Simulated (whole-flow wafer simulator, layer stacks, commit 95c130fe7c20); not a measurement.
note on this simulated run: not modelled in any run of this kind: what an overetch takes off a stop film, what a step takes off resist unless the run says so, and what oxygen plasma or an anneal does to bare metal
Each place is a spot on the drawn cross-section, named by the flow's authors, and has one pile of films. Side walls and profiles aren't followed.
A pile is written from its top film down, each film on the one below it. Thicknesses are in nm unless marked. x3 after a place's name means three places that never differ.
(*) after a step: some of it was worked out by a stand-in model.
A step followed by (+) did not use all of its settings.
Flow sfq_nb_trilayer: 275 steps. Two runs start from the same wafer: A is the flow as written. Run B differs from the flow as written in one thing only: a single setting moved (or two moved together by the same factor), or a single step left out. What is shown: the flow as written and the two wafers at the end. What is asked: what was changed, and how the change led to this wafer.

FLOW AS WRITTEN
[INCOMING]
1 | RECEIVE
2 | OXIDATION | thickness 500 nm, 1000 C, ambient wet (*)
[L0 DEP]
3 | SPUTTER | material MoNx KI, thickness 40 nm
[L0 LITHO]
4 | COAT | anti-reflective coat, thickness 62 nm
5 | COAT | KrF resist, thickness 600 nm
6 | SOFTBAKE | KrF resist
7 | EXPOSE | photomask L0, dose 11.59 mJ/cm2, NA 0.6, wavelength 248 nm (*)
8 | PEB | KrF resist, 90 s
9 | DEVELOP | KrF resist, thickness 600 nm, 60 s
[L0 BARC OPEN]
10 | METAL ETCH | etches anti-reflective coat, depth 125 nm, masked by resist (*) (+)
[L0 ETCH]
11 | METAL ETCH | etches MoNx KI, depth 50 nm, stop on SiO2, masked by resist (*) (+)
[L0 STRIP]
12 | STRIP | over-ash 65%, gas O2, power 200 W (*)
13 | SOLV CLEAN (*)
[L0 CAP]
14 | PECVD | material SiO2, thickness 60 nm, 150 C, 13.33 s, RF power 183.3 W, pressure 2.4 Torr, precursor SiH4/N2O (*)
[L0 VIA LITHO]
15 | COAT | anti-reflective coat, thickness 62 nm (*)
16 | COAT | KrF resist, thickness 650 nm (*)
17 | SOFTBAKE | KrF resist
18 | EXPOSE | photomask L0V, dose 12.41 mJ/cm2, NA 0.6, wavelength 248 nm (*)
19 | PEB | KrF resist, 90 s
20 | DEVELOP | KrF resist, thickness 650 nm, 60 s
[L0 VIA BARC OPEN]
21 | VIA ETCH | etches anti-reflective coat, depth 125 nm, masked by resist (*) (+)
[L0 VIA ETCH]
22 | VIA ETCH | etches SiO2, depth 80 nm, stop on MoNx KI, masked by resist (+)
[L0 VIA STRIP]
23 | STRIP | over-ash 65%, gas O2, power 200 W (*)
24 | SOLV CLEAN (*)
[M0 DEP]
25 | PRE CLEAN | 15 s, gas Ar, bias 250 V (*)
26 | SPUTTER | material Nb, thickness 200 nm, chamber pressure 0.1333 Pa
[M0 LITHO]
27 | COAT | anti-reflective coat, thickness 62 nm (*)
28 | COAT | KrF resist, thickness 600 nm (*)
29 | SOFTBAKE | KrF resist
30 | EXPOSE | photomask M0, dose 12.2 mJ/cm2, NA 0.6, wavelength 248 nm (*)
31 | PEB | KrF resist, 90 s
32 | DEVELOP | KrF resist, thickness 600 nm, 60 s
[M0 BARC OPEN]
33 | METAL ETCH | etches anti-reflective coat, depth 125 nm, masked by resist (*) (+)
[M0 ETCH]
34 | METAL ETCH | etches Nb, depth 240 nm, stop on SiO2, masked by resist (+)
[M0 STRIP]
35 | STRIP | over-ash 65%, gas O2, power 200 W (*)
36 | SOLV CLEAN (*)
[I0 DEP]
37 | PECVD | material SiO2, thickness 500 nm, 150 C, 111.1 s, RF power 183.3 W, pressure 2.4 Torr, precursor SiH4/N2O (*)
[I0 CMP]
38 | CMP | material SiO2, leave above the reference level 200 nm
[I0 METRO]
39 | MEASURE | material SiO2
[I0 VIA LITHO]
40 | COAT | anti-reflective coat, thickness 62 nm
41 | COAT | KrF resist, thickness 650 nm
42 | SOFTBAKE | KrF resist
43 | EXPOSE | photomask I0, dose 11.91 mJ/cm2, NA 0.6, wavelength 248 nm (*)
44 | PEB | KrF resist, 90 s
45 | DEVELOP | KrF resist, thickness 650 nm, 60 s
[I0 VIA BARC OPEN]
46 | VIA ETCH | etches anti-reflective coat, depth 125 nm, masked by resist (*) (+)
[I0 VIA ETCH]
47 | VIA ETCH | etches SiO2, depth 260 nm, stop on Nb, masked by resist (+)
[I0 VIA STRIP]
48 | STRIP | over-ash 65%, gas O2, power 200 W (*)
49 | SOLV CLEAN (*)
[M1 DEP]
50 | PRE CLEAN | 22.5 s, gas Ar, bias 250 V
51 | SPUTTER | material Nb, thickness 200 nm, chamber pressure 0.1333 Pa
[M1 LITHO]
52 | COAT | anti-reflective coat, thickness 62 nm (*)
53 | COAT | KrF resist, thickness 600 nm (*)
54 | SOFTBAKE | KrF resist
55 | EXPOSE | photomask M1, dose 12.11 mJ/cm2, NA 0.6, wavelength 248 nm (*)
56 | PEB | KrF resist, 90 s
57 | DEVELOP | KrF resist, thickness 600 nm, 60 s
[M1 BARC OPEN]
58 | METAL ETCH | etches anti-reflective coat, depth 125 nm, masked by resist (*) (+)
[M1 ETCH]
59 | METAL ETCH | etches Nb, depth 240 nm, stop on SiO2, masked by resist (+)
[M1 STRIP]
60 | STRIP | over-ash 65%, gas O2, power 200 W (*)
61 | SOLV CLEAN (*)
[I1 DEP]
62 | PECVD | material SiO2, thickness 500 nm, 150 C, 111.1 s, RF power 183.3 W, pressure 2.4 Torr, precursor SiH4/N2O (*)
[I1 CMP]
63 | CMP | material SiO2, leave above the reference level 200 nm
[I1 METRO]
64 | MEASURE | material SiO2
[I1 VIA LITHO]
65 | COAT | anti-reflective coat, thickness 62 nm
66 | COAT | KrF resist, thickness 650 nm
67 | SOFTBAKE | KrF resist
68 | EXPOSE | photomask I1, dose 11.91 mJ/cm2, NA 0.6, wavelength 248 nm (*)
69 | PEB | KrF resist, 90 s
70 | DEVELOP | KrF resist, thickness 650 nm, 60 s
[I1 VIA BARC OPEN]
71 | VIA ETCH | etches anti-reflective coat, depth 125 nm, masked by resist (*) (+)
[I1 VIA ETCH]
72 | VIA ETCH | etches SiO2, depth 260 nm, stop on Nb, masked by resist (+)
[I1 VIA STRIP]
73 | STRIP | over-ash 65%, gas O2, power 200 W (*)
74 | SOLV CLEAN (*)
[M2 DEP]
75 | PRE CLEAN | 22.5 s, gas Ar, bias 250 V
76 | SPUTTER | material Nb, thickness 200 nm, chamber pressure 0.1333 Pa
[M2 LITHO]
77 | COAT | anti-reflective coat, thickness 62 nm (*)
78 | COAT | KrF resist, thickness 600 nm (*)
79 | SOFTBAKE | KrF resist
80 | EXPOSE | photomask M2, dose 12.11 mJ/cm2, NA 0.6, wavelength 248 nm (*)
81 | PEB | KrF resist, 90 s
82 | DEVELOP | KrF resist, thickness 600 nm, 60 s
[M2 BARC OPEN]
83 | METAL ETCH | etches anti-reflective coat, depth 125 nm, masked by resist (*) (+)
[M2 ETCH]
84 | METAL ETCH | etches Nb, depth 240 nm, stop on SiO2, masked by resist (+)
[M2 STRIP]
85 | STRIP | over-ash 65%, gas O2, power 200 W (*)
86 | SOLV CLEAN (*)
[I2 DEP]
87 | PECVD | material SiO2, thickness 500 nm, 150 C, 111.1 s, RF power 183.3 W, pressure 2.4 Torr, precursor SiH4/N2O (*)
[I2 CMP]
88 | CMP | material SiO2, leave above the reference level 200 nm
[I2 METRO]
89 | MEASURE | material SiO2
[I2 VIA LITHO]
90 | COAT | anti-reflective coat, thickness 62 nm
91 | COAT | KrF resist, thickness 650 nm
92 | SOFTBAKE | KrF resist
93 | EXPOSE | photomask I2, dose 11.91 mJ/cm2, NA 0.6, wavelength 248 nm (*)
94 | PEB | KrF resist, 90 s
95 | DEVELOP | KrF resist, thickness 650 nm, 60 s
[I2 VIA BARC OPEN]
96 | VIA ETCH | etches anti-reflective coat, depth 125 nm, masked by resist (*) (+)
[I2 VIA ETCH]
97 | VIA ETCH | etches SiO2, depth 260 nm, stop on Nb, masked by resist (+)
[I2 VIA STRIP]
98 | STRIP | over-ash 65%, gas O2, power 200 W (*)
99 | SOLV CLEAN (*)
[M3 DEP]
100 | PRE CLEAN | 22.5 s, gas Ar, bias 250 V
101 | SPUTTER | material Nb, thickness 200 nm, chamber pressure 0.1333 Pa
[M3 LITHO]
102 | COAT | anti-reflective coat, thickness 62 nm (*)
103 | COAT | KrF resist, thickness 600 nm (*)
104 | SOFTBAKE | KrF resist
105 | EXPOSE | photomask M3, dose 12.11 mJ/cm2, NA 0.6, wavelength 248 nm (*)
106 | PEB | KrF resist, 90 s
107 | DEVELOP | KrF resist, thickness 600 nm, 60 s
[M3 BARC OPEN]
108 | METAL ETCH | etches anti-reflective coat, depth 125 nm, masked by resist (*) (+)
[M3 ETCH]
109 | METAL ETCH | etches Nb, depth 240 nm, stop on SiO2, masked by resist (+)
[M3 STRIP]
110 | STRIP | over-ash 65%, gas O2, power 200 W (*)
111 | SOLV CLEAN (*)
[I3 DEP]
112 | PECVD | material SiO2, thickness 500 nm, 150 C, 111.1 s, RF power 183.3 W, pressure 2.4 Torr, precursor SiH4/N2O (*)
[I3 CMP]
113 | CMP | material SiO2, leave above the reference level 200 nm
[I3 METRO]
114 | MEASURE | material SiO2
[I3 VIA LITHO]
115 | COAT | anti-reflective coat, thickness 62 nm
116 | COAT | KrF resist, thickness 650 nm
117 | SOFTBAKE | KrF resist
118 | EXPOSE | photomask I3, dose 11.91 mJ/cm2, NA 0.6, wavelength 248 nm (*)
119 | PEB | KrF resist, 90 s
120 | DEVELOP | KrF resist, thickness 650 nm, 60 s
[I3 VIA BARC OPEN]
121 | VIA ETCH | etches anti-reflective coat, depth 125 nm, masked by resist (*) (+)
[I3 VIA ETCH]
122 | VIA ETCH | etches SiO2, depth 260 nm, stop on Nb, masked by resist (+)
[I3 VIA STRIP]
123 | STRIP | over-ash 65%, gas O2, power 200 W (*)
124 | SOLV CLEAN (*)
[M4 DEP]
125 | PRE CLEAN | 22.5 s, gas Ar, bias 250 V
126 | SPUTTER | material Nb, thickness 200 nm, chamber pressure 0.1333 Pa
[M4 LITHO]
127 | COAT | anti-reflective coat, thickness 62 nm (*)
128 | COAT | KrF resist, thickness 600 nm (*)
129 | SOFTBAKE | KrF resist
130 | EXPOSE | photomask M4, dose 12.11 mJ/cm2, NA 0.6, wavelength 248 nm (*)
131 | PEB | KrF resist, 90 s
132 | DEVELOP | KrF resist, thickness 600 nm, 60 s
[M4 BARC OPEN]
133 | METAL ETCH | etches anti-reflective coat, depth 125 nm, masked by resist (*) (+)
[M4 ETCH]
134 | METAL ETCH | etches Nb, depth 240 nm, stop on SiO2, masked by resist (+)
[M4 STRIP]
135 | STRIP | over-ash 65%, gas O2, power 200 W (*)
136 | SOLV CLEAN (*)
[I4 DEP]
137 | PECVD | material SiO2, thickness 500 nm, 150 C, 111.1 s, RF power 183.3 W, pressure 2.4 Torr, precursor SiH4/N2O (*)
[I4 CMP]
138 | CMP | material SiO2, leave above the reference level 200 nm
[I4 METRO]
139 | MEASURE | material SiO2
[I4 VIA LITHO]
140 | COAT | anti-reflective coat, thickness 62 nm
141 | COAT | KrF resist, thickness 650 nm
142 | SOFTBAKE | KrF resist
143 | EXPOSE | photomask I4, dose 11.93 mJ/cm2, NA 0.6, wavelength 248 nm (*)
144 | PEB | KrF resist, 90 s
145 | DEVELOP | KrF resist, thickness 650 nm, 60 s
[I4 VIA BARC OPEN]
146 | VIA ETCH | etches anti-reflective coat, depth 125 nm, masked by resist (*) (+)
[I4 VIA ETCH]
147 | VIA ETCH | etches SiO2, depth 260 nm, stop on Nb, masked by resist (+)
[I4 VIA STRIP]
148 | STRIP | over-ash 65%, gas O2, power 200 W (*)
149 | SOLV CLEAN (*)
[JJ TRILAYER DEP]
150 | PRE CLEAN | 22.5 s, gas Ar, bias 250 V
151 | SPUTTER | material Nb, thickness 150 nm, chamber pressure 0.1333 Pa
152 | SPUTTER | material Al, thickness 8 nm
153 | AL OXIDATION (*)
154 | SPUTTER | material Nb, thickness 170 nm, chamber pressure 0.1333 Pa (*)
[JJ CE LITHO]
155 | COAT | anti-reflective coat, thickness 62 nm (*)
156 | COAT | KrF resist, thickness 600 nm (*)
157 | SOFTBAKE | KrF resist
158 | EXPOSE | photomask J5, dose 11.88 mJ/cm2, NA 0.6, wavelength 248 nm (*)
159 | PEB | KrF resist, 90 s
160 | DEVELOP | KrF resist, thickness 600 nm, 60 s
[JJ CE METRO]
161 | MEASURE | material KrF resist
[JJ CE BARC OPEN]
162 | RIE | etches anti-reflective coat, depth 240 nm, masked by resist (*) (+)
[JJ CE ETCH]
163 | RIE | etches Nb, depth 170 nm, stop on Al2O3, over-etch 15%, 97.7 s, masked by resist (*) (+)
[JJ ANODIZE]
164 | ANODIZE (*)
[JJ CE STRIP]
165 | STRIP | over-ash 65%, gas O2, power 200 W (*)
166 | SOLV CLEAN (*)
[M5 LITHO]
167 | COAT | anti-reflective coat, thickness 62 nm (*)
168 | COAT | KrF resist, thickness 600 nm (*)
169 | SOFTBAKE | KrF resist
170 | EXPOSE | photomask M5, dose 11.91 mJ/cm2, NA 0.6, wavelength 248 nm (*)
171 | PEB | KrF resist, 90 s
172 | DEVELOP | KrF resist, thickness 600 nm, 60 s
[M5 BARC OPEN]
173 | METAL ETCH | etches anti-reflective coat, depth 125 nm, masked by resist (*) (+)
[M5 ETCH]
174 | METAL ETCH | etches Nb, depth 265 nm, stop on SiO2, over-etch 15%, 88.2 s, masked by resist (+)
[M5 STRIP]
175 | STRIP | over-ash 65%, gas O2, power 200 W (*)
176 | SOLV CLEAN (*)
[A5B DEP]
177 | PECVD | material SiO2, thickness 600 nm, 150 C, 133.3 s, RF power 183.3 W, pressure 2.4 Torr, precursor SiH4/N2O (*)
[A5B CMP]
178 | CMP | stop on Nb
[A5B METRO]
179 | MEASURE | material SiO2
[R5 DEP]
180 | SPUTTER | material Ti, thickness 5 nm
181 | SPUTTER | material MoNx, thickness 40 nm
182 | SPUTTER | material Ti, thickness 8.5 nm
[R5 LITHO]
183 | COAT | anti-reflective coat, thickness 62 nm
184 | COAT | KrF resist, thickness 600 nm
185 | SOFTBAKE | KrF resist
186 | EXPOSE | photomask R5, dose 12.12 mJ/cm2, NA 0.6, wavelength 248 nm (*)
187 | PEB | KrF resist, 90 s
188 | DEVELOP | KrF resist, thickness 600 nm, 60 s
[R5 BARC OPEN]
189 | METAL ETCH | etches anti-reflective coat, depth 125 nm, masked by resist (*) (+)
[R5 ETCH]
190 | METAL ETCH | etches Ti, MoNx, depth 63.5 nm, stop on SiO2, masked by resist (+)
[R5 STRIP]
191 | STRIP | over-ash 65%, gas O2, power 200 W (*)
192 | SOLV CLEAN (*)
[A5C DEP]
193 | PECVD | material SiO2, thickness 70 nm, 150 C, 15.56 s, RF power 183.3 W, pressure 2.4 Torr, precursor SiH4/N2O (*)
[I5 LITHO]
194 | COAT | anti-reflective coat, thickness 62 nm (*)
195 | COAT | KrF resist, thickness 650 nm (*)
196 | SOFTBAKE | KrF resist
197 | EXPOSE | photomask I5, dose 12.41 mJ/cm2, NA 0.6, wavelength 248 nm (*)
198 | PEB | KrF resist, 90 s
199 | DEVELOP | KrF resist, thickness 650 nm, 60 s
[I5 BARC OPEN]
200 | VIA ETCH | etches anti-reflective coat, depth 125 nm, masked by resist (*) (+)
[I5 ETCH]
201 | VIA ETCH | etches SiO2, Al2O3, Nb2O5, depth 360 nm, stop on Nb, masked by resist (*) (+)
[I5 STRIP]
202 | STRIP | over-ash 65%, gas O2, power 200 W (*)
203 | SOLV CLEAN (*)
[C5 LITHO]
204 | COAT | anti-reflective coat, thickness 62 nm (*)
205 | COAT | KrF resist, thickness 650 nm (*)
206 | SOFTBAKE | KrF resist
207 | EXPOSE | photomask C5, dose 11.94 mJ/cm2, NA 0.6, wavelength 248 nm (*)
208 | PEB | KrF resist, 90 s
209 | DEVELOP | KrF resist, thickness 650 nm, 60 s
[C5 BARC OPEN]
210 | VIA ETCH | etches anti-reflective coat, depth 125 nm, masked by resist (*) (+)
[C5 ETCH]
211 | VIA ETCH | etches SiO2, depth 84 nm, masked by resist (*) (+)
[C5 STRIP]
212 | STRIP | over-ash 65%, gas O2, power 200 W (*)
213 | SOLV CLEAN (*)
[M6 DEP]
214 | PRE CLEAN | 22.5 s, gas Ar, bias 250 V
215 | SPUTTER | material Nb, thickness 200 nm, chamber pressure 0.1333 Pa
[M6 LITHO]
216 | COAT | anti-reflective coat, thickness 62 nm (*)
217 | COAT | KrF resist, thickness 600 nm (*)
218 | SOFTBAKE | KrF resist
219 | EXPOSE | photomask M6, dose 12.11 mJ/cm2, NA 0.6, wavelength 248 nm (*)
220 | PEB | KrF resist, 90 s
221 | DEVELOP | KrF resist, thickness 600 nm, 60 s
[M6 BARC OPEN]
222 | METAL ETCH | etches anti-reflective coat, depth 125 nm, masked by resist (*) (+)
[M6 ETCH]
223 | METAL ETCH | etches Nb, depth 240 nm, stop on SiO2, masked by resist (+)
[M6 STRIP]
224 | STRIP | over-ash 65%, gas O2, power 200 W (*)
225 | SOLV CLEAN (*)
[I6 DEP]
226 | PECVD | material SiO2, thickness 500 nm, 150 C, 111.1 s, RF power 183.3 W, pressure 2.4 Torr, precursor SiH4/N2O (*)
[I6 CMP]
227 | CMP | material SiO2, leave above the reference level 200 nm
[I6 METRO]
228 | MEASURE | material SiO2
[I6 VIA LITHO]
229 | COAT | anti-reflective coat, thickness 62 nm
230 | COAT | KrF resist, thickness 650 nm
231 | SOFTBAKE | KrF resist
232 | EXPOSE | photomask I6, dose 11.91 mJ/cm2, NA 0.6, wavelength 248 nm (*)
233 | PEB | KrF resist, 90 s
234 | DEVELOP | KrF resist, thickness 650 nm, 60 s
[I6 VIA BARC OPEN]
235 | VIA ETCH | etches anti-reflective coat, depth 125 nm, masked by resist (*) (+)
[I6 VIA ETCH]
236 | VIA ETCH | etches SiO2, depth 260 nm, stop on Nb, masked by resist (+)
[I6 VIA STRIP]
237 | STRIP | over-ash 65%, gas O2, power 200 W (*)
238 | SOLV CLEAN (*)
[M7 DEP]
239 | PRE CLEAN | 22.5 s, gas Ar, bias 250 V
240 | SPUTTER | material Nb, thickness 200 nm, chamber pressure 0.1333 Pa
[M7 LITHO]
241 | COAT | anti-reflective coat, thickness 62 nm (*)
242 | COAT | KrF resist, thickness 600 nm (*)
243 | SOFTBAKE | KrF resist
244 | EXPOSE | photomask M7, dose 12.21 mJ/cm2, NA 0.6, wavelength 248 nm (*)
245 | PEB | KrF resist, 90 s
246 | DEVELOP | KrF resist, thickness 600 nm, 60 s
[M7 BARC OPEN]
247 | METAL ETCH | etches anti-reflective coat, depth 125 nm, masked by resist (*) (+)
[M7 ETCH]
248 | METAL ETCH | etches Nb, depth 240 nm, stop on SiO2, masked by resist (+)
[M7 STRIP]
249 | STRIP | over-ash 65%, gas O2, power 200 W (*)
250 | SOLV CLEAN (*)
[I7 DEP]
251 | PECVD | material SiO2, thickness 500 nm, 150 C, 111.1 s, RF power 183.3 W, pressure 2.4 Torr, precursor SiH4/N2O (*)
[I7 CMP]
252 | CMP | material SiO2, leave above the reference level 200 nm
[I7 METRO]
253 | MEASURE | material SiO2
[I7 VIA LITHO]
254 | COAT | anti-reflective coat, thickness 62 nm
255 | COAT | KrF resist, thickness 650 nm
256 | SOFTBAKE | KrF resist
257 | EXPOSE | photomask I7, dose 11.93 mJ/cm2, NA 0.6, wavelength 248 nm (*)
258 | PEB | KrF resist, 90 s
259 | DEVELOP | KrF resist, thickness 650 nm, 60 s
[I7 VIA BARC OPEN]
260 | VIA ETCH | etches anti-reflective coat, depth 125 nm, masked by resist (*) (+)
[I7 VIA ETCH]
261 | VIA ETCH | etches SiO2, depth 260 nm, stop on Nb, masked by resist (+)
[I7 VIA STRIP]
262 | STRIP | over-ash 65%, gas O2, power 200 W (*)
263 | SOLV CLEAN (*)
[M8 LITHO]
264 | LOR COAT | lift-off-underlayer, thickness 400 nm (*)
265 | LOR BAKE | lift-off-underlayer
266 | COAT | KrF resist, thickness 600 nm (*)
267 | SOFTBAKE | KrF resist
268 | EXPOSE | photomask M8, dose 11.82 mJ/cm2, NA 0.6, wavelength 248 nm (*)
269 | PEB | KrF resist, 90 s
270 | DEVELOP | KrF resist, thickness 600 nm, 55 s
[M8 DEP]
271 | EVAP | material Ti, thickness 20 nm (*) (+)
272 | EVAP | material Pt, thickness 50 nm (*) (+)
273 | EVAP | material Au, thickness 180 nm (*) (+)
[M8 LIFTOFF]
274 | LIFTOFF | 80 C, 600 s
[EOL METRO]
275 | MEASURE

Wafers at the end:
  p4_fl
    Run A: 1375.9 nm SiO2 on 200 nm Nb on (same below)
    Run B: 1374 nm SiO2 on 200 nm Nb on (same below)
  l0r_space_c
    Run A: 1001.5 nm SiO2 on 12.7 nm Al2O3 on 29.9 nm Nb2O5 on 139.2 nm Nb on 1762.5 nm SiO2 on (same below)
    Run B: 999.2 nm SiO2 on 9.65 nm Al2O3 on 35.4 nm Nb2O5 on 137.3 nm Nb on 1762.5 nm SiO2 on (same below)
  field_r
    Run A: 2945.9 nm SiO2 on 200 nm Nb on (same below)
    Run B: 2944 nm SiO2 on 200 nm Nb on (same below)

Cause: step 152, SPUTTER: thickness 6.16 nm was run, whereas the flow has thickness 8 nm.

Step by step, how the change led to this:
  152 | SPUTTER | material Al, thickness 8 nm
      field_l, v_sur, via_sp and 100 more: A Al gains 8 (new film) | B Al gains 6.16 (new film)
      via_wl, via_wr: A Al gains 5.14 (new film) | B Al gains 3.96 (new film)
      (and at 1 other place as well)
  164 | ANODIZE (*)
      field_l, v_sur, via_sp and 96 more: A Al2O3 gains 12.2, Nb2O5 gains 29.9 (new film), Al loses 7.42 (all of it), Nb loses 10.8 | B Al2O3 gains 9.21, Nb2O5 gains 35.4 (new film), Al loses 5.58 (all of it), Nb loses 12.7
      via_wl, via_wr: A Al2O3 gains 7.52 (new film), Nb2O5 gains 39.2 (new film), Al loses 4.56 (all of it), Nb loses 14.1 | B Al2O3 gains 5.57 (new film), Nb2O5 gains 42.7 (new film), Al loses 3.38 (all of it), Nb loses 15.3
      (and at 1 other place as well)
  167 | COAT | anti-reflective coat, thickness 62 nm (*)
      ce_l: A anti-reflective coat gains 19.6 (new film) | B anti-reflective coat gains 18.9 (new film)
      ce_r: A anti-reflective coat gains 19.7 (new film) | B anti-reflective coat gains 18.9 (new film)
  174 | METAL ETCH | etches Nb, depth 265 nm, stop on SiO2, over-etch 15%, 88.2 s, masked by resist (+)
      field_l, r_sur, res and 50 more: A Al2O3 loses 12.6 (all of it), Nb2O5 loses 29.9 (all of it), Nb loses 139.2 (all of it), SiO2 loses 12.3 | B Al2O3 loses 9.59 (all of it), Nb2O5 loses 35.4 (all of it), Nb loses 137.3 (all of it), SiO2 loses 12.3
  175 | STRIP | over-ash 65%, gas O2, power 200 W (*)
      ce_l: A KrF resist loses 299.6 (all of it), anti-reflective coat loses 19.6 (all of it) | B KrF resist loses 302 (all of it), anti-reflective coat loses 18.9 (all of it)
      ce_r: A KrF resist loses 299.9 (all of it), anti-reflective coat loses 19.7 (all of it) | B KrF resist loses 302.2 (all of it), anti-reflective coat loses 18.9 (all of it)
  201 | VIA ETCH | etches SiO2, Al2O3, Nb2O5, depth 360 nm, stop on Nb, masked by resist (*) (+)
      be: A SiO2 loses 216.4 (all of it), Al2O3 loses 12.7 (all of it), Nb2O5 loses 29.9 (all of it) | B SiO2 loses 214.1 (all of it), Al2O3 loses 9.65 (all of it), Nb2O5 loses 35.4 (all of it)
